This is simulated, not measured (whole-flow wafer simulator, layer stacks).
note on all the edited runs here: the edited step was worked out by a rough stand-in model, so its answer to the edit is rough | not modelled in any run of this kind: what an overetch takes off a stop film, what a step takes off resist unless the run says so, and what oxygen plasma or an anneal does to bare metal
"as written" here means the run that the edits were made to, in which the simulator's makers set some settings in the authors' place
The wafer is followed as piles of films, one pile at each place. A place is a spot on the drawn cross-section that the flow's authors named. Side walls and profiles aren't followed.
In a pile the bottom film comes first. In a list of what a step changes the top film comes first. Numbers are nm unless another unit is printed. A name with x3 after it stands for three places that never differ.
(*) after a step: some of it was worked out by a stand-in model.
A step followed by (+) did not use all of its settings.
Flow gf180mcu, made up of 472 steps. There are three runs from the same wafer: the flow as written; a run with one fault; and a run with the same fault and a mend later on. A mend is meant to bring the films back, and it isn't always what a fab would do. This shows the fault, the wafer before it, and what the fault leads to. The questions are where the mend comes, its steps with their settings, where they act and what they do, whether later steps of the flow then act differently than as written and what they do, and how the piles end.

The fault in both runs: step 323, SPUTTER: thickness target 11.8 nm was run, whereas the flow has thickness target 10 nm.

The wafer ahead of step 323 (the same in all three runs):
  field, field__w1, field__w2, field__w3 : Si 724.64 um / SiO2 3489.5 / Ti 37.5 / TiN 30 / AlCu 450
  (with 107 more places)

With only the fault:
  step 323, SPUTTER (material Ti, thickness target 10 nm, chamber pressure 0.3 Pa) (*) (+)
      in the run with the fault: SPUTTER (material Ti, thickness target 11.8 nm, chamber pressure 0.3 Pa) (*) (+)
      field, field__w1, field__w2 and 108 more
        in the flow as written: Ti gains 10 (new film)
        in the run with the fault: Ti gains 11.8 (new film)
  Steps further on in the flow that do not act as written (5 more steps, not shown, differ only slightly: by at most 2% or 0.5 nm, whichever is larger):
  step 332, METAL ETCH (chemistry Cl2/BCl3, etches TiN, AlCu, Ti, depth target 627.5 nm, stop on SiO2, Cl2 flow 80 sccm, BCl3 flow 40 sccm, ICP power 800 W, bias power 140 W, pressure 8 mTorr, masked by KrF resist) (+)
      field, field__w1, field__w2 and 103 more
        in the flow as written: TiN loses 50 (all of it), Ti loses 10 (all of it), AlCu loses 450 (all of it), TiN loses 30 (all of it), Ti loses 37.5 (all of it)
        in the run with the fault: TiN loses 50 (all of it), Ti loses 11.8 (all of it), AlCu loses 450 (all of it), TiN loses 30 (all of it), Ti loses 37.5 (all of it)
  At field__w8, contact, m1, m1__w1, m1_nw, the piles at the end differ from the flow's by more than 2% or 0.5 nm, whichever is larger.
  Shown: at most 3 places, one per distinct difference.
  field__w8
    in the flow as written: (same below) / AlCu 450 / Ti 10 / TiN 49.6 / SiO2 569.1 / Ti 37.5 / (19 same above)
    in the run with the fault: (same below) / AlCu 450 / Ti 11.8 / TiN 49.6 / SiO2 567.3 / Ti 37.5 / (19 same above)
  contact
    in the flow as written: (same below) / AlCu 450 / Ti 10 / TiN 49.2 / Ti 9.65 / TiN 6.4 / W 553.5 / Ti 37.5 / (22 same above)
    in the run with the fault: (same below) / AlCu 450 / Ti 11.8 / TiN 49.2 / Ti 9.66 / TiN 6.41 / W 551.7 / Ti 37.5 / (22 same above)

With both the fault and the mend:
  The mend follows step 323.
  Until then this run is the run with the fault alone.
  step 323a, METAL ETCH (chemistry Cl2/BCl3, etches TiN, AlCu, Ti, depth target 1.8 nm, Cl2 flow 80 sccm, BCl3 flow 40 sccm, ICP power 800 W, bias power 140 W, pressure 8 mTorr) (the flow's step 260 again, with other settings)
      field, field__w1, field__w2 and 108 more
        Ti loses 1.8
  Later steps of the flow that are run all act as written at every place that is followed.
  The piles end the same as the flow's at every place that both follow.
